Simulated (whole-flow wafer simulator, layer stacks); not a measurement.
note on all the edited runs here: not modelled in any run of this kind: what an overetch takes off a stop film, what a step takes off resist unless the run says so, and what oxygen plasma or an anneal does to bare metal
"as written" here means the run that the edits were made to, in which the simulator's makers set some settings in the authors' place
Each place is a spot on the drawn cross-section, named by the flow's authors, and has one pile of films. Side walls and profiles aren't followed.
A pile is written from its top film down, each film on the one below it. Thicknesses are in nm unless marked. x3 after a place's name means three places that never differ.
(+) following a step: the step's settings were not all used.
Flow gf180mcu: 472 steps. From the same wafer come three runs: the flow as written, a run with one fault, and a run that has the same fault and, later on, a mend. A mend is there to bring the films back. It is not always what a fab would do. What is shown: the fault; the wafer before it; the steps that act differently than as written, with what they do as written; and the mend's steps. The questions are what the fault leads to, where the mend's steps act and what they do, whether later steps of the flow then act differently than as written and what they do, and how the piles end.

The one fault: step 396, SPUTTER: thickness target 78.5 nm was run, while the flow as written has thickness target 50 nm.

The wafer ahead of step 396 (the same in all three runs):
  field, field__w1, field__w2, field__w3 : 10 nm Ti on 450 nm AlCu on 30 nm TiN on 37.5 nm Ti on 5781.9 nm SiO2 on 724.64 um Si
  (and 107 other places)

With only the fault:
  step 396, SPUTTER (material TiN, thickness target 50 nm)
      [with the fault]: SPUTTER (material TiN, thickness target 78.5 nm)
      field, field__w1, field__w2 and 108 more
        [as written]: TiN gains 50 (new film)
        [with the fault]: TiN gains 78.5 (new film)
  Later steps of the flow acting differently than as written (1 other step is not shown; it differs only slightly, by no more than 2% or 0.5 nm, whichever is larger):
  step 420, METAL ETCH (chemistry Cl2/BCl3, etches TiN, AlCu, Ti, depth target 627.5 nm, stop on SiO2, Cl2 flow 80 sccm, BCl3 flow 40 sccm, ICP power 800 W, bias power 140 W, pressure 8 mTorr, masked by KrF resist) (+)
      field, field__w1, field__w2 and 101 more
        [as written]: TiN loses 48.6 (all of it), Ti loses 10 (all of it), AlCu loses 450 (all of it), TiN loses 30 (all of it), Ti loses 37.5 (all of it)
        [with the fault]: TiN loses 77.1 (all of it), Ti loses 10 (all of it), AlCu loses 450 (all of it), TiN loses 30 (all of it), Ti loses 37.5 (all of it)
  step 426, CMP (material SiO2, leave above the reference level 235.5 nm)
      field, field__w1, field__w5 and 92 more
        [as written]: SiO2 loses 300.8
        [with the fault]: SiO2 loses 272.3
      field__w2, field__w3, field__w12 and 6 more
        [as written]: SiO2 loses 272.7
        [with the fault]: SiO2 loses 242.9
  At field__w4, field__w8, contact, m1, m1__w1, mim, mim_1p0, m1_nw, the piles at the end differ from the flow's by more than 2% or 0.5 nm, whichever is larger.
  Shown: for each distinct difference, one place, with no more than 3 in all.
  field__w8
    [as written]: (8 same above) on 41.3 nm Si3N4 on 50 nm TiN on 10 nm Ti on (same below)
    [with the fault]: (8 same above) on 41.3 nm Si3N4 on 78.5 nm TiN on 10 nm Ti on (same below)
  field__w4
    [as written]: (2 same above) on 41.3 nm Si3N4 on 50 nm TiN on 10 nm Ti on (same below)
    [with the fault]: (2 same above) on 41.3 nm Si3N4 on 78.5 nm TiN on 10 nm Ti on (same below)
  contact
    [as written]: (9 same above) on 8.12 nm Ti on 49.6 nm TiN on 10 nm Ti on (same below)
    [with the fault]: (9 same above) on 8.12 nm Ti on 78.1 nm TiN on 10 nm Ti on (same below)

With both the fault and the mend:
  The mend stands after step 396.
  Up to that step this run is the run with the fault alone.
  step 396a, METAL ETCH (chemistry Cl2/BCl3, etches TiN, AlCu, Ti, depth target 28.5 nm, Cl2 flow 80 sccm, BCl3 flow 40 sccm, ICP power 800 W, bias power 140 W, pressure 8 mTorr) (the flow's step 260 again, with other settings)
      field, field__w1, field__w2 and 108 more
        TiN loses 28.5
  None of the later steps of the flow acts differently than as written at any place that is followed.
  At every place that both follow, the piles at the end match the flow's.
